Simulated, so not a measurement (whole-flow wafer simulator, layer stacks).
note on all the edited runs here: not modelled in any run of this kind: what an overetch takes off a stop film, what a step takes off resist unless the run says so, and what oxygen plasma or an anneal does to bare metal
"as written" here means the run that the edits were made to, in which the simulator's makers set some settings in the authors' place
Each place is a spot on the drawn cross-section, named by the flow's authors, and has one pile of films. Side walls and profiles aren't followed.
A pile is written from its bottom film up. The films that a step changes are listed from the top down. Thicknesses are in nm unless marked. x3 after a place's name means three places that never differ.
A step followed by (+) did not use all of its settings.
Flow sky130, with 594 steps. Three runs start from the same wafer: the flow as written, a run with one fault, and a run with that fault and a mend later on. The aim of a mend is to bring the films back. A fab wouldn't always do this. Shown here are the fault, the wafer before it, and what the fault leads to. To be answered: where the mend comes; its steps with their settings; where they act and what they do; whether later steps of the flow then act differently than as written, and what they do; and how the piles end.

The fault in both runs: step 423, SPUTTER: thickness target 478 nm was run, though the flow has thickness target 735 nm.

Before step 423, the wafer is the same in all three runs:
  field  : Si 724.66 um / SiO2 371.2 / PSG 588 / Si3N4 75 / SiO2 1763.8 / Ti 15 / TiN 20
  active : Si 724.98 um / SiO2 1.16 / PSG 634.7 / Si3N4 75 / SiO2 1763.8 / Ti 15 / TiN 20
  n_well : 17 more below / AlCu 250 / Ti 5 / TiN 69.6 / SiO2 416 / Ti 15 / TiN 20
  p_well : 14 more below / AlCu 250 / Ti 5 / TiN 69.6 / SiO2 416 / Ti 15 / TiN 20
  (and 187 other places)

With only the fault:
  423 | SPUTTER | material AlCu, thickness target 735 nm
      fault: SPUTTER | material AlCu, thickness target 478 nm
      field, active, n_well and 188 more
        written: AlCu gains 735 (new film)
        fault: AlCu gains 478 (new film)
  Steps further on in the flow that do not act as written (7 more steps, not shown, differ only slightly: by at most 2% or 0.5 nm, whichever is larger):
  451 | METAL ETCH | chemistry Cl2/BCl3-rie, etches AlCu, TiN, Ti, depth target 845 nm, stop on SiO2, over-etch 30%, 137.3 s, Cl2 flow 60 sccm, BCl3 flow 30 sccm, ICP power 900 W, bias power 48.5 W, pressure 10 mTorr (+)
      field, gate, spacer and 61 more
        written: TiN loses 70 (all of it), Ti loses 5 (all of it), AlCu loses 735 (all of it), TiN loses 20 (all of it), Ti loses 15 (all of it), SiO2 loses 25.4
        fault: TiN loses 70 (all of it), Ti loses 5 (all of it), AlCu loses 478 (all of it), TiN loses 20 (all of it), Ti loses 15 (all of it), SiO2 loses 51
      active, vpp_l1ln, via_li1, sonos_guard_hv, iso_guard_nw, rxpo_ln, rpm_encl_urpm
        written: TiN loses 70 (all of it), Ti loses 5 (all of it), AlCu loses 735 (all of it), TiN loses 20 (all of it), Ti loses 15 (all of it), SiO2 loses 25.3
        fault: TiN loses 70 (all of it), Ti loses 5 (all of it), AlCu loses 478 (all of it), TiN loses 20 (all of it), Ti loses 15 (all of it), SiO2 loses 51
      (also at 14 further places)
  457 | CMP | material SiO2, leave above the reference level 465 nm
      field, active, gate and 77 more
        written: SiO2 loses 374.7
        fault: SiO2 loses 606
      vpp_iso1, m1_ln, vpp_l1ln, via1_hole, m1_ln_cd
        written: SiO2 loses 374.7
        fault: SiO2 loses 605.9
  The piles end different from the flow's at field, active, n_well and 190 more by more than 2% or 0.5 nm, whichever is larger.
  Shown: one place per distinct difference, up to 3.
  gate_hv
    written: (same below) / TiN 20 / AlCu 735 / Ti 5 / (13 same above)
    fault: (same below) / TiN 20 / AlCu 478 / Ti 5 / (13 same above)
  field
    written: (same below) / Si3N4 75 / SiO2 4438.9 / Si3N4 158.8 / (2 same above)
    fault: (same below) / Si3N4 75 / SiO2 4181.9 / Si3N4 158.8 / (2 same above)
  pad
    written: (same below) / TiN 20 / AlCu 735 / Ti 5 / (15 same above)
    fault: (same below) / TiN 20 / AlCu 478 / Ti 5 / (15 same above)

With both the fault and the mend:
  The mend follows step 423.
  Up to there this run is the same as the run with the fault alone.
  423a | SPUTTER | material AlCu, thickness target 257 nm (the flow's step 423 again, with other settings)
      field, active, n_well and 188 more
        AlCu gains 257
  Later steps of the flow that are run all act as written at every place that is followed.
  By the end, the piles equal the flow's at every place that both follow.
